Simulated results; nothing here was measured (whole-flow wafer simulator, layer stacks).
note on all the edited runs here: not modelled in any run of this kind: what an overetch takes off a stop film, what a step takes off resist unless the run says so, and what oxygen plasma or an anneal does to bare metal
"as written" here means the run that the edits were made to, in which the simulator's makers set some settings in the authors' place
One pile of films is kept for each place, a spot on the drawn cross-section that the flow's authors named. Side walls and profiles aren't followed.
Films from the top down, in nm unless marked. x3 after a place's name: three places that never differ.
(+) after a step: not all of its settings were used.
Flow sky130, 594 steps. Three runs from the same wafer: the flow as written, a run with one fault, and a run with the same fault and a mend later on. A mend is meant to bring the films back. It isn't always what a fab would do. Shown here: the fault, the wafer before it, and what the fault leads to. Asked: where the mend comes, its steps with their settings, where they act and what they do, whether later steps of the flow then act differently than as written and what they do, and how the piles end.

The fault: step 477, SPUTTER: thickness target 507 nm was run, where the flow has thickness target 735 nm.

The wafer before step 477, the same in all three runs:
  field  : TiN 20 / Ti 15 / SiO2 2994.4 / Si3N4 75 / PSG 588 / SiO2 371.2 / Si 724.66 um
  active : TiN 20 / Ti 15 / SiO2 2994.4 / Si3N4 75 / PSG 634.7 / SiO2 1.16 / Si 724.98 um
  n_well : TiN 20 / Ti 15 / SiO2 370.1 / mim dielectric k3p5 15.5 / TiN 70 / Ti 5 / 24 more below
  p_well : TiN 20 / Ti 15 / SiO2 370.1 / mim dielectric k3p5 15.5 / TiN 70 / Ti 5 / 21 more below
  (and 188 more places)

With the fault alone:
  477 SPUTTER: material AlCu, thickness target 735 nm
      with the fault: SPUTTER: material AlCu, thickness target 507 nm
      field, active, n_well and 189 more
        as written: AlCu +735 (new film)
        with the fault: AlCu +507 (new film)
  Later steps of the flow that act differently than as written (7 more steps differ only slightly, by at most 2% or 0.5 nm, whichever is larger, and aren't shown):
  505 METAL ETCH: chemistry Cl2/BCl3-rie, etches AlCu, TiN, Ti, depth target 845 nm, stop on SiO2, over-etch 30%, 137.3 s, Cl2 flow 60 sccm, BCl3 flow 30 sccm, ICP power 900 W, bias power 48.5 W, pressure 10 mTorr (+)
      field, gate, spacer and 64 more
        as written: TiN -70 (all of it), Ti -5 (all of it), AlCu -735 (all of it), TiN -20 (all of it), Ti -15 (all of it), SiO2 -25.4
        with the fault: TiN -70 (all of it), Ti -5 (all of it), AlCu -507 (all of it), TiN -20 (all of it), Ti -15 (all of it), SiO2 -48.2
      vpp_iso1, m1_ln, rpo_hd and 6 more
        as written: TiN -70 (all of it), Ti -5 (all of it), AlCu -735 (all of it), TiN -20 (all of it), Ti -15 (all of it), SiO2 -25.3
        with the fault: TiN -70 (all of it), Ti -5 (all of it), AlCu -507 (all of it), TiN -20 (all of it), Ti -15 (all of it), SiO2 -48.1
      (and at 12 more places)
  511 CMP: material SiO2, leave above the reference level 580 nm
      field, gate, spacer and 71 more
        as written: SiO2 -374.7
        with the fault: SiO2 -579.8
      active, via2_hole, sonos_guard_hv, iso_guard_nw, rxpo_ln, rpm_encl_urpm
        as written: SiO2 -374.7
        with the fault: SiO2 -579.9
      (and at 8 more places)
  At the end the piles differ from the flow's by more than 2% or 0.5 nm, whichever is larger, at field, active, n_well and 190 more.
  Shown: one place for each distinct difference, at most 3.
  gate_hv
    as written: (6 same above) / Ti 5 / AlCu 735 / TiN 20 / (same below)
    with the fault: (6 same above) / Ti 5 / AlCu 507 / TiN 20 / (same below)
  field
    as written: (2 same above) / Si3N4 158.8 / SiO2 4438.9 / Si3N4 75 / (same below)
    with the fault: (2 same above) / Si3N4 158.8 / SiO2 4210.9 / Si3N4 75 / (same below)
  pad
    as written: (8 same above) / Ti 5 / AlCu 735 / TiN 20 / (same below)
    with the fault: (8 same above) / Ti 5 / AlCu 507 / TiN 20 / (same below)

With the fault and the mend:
  The mend comes after step 477.
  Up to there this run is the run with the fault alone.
  477a SPUTTER: material AlCu, thickness target 228 nm (the flow's step 477 once more, with other settings)
      field, active, n_well and 189 more
        AlCu +228
  No later step of the flow acts differently than as written at any place that is followed.
  At the end the piles are the same as the flow's at every place that both follow.
